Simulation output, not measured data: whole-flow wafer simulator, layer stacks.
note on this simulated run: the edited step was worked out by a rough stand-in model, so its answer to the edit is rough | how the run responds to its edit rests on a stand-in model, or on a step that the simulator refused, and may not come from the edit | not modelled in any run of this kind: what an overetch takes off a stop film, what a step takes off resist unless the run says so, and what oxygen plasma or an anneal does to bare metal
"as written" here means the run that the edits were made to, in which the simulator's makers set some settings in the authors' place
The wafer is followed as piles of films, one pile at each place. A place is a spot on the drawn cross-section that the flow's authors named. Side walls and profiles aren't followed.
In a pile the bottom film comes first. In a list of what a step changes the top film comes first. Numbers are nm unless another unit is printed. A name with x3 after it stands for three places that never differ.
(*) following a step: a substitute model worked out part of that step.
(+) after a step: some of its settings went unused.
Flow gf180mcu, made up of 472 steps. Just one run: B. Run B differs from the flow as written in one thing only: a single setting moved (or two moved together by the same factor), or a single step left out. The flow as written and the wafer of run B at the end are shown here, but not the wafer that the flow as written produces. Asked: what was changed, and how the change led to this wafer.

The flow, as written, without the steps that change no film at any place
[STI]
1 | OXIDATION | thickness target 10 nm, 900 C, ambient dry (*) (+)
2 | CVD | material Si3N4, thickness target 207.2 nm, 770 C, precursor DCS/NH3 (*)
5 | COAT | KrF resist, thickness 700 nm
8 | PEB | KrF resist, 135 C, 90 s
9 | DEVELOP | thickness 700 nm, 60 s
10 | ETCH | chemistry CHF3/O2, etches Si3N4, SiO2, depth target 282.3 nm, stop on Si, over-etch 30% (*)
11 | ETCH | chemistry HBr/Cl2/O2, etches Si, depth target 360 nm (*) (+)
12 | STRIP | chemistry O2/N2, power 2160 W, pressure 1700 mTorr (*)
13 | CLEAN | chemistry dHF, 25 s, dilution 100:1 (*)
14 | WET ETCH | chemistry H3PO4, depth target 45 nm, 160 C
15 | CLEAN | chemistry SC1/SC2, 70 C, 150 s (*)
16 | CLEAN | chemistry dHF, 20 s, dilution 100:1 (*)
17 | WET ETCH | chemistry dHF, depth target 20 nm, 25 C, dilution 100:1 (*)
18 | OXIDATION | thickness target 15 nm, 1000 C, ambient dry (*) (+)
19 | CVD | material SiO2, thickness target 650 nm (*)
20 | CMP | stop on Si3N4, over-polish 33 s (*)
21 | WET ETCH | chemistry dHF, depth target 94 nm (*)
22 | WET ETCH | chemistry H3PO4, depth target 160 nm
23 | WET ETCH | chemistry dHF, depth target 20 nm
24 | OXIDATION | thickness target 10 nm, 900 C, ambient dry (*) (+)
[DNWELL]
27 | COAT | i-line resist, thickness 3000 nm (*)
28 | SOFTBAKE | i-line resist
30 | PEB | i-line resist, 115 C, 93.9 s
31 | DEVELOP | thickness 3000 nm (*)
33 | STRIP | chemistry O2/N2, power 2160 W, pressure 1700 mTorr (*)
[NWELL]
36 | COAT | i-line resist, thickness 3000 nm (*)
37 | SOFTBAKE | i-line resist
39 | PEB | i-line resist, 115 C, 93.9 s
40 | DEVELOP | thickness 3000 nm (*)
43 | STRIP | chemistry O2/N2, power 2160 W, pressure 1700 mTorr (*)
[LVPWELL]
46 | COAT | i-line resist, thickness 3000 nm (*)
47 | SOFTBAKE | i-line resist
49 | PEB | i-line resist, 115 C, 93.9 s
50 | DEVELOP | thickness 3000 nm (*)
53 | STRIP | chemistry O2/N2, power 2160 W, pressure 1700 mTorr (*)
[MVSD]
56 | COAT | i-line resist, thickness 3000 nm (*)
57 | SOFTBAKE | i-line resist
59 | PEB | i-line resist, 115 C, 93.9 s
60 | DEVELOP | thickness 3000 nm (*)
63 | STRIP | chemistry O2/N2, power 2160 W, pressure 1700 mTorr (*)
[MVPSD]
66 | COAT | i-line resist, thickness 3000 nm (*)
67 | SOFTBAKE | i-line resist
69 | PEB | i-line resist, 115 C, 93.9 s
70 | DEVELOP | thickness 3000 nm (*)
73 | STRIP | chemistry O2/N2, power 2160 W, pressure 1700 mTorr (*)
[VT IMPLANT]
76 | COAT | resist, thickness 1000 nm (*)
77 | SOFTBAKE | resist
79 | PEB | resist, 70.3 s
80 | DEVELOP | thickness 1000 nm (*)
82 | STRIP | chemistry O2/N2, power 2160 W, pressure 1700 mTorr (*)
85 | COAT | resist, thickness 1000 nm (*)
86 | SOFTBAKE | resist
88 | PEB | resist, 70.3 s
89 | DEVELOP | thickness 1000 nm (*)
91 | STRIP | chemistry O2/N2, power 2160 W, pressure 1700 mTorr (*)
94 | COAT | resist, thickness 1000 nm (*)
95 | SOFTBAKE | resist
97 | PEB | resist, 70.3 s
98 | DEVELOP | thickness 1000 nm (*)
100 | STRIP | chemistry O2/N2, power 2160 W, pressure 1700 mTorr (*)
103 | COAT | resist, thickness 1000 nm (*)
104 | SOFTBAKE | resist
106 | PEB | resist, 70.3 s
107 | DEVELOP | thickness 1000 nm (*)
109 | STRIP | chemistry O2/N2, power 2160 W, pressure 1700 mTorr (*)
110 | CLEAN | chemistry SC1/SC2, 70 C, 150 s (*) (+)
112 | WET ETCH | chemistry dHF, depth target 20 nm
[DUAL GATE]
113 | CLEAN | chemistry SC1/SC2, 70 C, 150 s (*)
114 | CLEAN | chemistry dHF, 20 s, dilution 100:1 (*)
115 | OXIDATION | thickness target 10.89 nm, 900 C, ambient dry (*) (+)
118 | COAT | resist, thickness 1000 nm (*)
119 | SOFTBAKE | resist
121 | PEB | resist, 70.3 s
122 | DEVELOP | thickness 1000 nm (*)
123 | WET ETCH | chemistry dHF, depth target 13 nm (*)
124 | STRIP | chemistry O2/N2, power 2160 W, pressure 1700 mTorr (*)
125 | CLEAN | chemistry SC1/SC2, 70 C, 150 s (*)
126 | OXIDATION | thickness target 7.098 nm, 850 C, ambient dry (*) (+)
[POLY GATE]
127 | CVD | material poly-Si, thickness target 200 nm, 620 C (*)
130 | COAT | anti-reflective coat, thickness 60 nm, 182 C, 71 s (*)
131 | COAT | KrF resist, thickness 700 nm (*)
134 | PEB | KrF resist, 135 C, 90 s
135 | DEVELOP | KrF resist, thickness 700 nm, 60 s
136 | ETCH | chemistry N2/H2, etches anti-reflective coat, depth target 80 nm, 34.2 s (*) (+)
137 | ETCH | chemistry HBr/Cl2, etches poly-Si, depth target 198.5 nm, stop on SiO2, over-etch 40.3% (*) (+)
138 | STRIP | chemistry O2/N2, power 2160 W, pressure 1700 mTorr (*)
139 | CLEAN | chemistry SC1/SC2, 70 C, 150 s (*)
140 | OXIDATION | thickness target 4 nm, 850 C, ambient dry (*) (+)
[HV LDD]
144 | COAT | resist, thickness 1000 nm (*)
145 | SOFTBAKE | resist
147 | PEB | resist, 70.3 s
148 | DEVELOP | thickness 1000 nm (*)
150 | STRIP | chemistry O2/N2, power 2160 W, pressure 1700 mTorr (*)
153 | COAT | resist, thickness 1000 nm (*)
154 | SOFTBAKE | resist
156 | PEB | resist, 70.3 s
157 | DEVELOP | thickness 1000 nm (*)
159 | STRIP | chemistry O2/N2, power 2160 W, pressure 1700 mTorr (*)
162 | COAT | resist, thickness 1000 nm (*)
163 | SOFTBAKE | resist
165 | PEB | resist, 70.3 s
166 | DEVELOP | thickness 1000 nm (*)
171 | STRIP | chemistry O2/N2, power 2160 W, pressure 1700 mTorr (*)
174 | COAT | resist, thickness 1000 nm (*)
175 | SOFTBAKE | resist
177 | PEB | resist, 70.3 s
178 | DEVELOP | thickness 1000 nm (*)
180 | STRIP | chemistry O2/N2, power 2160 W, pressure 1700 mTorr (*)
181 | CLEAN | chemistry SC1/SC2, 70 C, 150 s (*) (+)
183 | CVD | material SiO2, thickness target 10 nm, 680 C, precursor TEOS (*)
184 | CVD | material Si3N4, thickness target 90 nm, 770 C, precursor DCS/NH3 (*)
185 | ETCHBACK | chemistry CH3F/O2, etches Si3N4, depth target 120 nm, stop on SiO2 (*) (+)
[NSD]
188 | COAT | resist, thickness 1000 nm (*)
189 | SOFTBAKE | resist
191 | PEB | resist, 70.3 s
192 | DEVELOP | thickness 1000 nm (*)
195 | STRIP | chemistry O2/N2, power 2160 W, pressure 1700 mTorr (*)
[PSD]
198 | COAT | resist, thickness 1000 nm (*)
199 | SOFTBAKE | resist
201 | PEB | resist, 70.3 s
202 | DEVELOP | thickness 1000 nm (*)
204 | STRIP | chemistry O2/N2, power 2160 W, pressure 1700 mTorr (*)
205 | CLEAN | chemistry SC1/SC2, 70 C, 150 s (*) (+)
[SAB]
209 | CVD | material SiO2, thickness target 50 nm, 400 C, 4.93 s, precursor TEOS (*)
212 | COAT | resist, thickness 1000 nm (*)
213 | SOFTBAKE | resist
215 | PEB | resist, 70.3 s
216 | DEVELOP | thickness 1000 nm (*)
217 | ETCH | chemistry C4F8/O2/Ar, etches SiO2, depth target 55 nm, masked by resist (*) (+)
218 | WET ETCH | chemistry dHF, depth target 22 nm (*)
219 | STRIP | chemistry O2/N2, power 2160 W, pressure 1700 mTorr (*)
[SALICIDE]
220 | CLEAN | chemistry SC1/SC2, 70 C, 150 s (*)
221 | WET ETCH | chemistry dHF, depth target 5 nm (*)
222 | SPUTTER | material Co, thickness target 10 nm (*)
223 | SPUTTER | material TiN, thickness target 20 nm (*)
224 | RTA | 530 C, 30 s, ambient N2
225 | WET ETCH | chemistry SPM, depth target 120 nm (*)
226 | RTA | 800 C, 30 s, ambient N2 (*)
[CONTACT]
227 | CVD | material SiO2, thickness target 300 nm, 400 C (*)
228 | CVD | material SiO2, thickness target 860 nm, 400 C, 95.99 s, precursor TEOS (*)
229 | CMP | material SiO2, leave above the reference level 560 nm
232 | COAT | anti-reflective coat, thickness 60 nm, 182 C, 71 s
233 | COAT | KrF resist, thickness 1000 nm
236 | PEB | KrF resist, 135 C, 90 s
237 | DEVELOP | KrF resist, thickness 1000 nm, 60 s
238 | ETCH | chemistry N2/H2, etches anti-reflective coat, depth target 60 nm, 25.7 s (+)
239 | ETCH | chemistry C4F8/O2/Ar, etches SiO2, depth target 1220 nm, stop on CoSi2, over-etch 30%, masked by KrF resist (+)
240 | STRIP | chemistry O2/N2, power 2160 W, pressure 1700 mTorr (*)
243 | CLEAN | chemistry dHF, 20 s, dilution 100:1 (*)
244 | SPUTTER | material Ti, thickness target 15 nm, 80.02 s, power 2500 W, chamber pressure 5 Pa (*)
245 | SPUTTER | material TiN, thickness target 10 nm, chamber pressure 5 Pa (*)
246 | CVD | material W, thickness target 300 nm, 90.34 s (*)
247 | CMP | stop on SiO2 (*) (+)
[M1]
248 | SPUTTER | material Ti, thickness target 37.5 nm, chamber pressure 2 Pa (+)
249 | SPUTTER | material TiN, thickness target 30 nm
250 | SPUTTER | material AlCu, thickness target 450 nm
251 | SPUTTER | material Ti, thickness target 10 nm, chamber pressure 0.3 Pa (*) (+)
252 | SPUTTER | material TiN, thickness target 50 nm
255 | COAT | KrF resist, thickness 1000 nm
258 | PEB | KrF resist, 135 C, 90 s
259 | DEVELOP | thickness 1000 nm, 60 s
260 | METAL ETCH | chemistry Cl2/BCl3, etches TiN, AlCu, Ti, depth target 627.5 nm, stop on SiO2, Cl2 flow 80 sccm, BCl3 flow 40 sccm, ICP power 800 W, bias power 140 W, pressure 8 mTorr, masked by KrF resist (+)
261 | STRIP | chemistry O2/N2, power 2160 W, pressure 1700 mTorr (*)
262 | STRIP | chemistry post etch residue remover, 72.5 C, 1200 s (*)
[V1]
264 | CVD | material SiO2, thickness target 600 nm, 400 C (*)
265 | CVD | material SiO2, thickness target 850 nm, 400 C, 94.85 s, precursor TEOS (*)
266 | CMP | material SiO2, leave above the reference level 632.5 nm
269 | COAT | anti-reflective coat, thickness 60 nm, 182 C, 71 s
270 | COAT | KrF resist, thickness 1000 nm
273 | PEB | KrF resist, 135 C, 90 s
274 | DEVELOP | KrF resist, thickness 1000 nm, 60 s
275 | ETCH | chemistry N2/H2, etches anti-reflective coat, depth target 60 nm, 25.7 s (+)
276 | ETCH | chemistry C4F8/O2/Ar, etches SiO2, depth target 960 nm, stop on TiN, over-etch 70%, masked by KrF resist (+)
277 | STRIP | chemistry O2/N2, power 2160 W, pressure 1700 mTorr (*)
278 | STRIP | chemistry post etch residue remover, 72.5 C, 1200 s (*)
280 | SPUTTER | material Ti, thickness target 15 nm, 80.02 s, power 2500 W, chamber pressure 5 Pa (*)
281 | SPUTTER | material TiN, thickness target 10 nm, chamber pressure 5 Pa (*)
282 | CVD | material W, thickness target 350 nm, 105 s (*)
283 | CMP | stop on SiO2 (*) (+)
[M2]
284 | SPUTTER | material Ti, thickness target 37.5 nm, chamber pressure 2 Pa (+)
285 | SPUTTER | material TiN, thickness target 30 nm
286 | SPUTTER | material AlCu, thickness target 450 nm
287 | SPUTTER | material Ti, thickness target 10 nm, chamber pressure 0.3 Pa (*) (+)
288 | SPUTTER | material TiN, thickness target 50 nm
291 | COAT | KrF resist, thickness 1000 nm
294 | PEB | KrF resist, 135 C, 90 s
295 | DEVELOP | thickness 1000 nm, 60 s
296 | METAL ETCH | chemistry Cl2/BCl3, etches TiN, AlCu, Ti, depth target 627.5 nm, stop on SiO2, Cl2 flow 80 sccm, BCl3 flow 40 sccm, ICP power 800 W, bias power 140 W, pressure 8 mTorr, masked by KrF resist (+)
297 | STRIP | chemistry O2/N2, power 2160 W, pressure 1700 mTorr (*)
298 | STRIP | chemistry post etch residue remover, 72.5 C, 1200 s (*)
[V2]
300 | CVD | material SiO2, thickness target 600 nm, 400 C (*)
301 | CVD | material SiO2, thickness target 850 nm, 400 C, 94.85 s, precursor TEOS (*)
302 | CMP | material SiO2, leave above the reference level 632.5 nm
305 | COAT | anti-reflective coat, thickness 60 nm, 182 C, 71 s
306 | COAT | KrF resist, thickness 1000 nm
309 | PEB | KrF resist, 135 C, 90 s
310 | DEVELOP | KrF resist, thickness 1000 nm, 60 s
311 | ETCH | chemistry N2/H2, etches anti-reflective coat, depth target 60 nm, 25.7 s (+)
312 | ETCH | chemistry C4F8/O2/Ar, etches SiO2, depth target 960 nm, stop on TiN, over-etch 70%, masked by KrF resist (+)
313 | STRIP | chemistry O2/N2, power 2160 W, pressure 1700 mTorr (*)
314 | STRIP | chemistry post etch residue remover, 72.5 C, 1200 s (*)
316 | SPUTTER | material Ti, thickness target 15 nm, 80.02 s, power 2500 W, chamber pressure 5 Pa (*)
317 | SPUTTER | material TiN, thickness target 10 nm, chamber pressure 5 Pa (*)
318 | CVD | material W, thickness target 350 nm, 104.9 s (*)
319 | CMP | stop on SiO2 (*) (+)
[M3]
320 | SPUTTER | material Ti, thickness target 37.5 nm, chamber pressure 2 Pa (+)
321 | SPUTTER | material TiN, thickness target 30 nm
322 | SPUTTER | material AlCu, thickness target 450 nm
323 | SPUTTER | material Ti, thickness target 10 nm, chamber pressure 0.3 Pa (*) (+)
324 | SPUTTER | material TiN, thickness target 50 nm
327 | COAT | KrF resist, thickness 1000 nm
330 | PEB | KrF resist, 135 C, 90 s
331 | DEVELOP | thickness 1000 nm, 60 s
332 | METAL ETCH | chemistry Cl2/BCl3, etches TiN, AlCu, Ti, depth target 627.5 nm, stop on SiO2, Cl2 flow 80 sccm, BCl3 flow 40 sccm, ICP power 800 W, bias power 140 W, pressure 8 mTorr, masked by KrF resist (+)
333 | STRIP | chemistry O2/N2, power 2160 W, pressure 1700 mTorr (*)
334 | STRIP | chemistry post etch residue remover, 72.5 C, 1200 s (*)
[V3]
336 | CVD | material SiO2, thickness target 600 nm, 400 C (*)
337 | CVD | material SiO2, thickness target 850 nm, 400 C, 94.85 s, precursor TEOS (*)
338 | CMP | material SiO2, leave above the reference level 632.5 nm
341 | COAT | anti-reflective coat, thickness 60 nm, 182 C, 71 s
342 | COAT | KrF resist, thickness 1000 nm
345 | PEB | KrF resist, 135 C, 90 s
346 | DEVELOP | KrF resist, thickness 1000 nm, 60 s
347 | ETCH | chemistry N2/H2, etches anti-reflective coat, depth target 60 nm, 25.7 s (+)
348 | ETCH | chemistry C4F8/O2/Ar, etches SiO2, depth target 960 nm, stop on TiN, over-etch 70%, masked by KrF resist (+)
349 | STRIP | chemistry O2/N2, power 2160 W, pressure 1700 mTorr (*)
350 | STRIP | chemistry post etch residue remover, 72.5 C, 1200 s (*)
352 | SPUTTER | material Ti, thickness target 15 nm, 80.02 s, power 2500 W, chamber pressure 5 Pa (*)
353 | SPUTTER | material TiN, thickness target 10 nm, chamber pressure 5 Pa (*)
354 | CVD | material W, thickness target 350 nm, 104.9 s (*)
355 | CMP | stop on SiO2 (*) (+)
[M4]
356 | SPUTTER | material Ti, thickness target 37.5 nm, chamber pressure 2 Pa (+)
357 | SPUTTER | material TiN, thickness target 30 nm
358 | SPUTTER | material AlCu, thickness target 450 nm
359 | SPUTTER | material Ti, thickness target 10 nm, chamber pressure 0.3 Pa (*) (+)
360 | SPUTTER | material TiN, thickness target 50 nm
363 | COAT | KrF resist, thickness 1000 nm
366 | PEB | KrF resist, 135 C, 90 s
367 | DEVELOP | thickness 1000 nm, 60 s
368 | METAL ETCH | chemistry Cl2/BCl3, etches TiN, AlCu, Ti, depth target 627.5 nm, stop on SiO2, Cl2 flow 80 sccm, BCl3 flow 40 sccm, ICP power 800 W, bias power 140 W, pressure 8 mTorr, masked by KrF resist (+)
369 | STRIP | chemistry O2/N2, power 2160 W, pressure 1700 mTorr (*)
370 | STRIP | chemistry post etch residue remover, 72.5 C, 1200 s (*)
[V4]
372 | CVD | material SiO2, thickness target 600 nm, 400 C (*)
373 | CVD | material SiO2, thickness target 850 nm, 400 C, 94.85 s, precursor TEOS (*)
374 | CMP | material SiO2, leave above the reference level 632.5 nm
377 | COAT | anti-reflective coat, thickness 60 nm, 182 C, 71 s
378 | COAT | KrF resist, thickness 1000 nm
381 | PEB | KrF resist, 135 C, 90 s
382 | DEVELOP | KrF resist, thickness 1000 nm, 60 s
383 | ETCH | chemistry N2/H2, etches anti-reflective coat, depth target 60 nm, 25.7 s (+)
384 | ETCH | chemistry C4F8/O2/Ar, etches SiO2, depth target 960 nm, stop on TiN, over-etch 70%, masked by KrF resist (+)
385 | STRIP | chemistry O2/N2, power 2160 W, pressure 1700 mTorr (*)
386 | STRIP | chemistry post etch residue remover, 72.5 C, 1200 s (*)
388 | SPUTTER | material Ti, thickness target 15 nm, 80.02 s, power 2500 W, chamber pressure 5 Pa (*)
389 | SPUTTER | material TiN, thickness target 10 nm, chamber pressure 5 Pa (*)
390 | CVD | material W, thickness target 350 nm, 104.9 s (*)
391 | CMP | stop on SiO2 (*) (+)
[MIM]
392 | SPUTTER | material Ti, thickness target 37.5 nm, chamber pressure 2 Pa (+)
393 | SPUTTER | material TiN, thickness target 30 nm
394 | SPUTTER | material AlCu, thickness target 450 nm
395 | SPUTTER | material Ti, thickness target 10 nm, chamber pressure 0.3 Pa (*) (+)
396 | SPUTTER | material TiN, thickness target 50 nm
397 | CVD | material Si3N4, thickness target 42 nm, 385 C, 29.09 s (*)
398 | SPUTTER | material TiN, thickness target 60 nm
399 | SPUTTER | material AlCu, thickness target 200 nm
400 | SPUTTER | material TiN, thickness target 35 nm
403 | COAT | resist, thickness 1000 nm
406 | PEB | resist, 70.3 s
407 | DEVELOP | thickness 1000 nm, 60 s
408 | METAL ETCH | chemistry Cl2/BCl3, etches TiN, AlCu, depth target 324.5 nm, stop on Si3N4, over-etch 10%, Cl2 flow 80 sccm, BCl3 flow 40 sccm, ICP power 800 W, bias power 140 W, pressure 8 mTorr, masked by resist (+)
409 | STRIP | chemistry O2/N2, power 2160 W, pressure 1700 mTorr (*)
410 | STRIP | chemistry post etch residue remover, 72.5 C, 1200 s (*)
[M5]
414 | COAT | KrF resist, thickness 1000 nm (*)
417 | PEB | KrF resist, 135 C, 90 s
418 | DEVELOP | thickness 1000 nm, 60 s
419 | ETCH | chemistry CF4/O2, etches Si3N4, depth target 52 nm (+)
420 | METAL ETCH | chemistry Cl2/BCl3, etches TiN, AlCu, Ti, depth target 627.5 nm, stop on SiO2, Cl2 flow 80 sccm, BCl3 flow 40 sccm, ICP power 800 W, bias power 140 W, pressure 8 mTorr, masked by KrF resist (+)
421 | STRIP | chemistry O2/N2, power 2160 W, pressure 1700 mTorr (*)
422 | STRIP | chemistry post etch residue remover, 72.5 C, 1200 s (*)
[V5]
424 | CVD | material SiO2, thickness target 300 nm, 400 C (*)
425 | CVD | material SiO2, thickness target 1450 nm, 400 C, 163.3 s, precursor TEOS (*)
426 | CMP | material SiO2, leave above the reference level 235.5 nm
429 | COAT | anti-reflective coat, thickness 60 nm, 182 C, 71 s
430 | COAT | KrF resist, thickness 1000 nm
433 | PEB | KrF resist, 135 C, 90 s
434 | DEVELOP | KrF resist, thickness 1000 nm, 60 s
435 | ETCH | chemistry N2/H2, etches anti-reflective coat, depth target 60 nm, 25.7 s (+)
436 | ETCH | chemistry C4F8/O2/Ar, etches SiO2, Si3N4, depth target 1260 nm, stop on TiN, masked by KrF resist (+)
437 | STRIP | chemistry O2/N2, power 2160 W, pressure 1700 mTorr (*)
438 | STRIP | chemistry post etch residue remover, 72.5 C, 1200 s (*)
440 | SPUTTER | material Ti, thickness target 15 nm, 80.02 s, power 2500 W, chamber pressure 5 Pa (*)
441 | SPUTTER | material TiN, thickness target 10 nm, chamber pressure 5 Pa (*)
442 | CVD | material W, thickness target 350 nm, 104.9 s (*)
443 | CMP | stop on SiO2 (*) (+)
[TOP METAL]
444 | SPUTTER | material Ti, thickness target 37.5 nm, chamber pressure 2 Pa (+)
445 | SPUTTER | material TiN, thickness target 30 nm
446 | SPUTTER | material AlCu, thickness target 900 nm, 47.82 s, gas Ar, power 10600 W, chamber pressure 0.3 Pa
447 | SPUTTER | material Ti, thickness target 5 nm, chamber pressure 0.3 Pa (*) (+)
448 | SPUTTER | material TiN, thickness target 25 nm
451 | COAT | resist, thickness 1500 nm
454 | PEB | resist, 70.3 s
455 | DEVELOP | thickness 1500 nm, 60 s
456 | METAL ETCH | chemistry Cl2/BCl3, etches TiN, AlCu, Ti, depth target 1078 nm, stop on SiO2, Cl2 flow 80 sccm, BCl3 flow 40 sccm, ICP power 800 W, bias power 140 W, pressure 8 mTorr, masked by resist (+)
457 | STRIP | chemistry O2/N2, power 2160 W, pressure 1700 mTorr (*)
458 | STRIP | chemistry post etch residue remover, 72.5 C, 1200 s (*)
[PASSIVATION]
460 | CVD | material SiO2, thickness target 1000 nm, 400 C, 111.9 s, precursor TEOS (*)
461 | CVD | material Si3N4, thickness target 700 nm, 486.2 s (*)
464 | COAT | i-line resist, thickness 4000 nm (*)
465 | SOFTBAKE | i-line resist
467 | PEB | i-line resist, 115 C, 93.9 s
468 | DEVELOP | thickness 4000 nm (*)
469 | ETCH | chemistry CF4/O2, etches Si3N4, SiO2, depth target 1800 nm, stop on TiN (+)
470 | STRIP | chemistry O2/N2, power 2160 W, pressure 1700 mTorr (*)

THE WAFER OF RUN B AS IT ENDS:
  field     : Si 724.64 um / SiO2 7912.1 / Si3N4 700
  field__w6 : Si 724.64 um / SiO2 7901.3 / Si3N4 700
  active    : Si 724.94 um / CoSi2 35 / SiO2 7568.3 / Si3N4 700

What caused this: step 425, CVD: thickness target 826 nm was run, whereas the flow has thickness target 1450 nm; step 425, CVD: 93.07 s was run, where the flow has 163.3 s.

Step by step, how the change led to this:
  425 | CVD | material SiO2, thickness target 1450 nm, 400 C, 163.3 s, precursor TEOS (*)
      field, field__w1, field__w4 and 100 more: SiO2 gains 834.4 (in the flow as written it would be: SiO2 gains 1450)
      field__w2, field__w3, field__w12 and 6 more: SiO2 gains 818.8 (in the flow as written it would be: SiO2 gains 1421.8)
  426 | CMP | material SiO2, leave above the reference level 235.5 nm
      field, field__w1, field__w5 and 92 more: nothing (in the flow as written it would be: SiO2 loses 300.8)
      field__w2, field__w3, field__w12 and 6 more: nothing (in the flow as written it would be: SiO2 loses 272.7)
      (also at 8 further places)
  429 | COAT | anti-reflective coat, thickness 60 nm, 182 C, 71 s
      field_sub, field_sub__w2, field_sub__w3 and 9 more: anti-reflective coat gains 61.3 (new film) (in the flow as written it would be: anti-reflective coat gains 60 (new film))
      p_well, sti, spacer, sd_n, pad, dice_street, active_nat, nplus_u: anti-reflective coat gains 62.3 (new film) (in the flow as written it would be: anti-reflective coat gains 60 (new film))
      (also at 53 further places)
  430 | COAT | KrF resist, thickness 1000 nm
      field: KrF resist gains 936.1 (new film) (in the flow as written it would be: KrF resist gains 1000 (new film))
      field__w7: KrF resist gains 1077.4 (new film) (in the flow as written it would be: KrF resist gains 1000 (new film))
      (also at 26 further places)
  433 | PEB | KrF resist, 135 C, 90 s
      ppoly_u, npoly_sal: KrF resist loses 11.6 (in the flow as written it would be: KrF resist loses 10.5)
      polyc_n, polyc_p_rim: KrF resist loses 13.7 (in the flow as written it would be: KrF resist loses 10.5)
      (also at 17 further places)
  434 | DEVELOP | KrF resist, thickness 1000 nm, 60 s
      contact: KrF resist loses 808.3 (all of it) (in the flow as written it would be: KrF resist loses 989.5 (all of it))
  435 | ETCH | chemistry N2/H2, etches anti-reflective coat, depth target 60 nm, 25.7 s (+)
      contact: anti-reflective coat loses 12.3 (all of it), SiO2 loses 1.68 (in the flow as written it would be: anti-reflective coat loses 60 (all of it), SiO2 loses 0.46)
  437 | STRIP | chemistry O2/N2, power 2160 W, pressure 1700 mTorr (*)
      p_well, sti, spacer, sd_n, pad, dice_street: KrF resist loses 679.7 (all of it), anti-reflective coat loses 62.3 (all of it) (in the flow as written it would be: KrF resist loses 679.2 (all of it), anti-reflective coat loses 60 (all of it))
      field_sub__w3, ld_fp_p, ld_drift_p: KrF resist loses 682 (all of it), anti-reflective coat loses 61.3 (all of it) (in the flow as written it would be: KrF resist loses 679.2 (all of it), anti-reflective coat loses 60 (all of it))
      (also at 64 further places)
  440 | SPUTTER | material Ti, thickness target 15 nm, 80.02 s, power 2500 W, chamber pressure 5 Pa (*)
      field__w2: Ti gains 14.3 (new film) (in the flow as written it would be: Ti gains 15 (new film))
      contact: Ti gains 9.74 (new film) (in the flow as written it would be: Ti gains 8.12 (new film))
  441 | SPUTTER | material TiN, thickness target 10 nm, chamber pressure 5 Pa (*)
      contact: TiN gains 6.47 (new film) (in the flow as written it would be: TiN gains 5.38 (new film))
  442 | CVD | material W, thickness target 350 nm, 104.9 s (*)
      contact: W gains 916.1 (new film) (in the flow as written it would be: W gains 1233.6 (new film))
  443 | CMP | stop on SiO2 (*) (+)
      field__w3, field__w12, npoly_sal, ppoly_sal, nw_sep_fld, gate_hv5, gate_p_hv5, sti_nw: W loses 350 (all of it), TiN loses 10 (all of it), Ti loses 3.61 (in the flow as written it would be: W loses 350 (all of it), TiN loses 10 (all of it), Ti loses 15 (all of it), SiO2 loses 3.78)
      field__w2: W loses 350.6 (all of it), TiN loses 9.5 (all of it), Ti loses 2.92 (in the flow as written it would be: W loses 350 (all of it), TiN loses 10 (all of it), Ti loses 15 (all of it), SiO2 loses 3.78)
      (also at 7 further places)
  444 | SPUTTER | material Ti, thickness target 37.5 nm, chamber pressure 2 Pa (+)
      field__w2, field__w3, field__w12 and 6 more: Ti gains 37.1 (in the flow as written it would be: Ti gains 37.5 (new film))
  445 | SPUTTER | material TiN, thickness target 30 nm
      field__w2, field__w3, field__w12 and 6 more: TiN gains 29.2 (new film) (in the flow as written it would be: TiN gains 30 (new film))
  447 | SPUTTER | material Ti, thickness target 5 nm, chamber pressure 0.3 Pa (*) (+)
      field__w2: Ti gains 4.4 (new film) (in the flow as written it would be: Ti gains 5 (new film))
  448 | SPUTTER | material TiN, thickness target 25 nm
      field__w3, field__w12, npoly_sal, ppoly_sal, nw_sep_fld, gate_hv5, gate_p_hv5, sti_nw: TiN gains 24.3 (new film) (in the flow as written it would be: TiN gains 25 (new film))
      field__w2: TiN gains 21.9 (new film) (in the flow as written it would be: TiN gains 25 (new film))
  ... 9 other steps ...
  470 | STRIP | chemistry O2/N2, power 2160 W, pressure 1700 mTorr (*)
      field__w8: i-line resist loses 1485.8 (all of it) (in the flow as written it would be: i-line resist loses 1775.9 (all of it))
      m1: i-line resist loses 1499.5 (all of it) (in the flow as written it would be: i-line resist loses 1798.9 (all of it))
      (also at 4 further places)
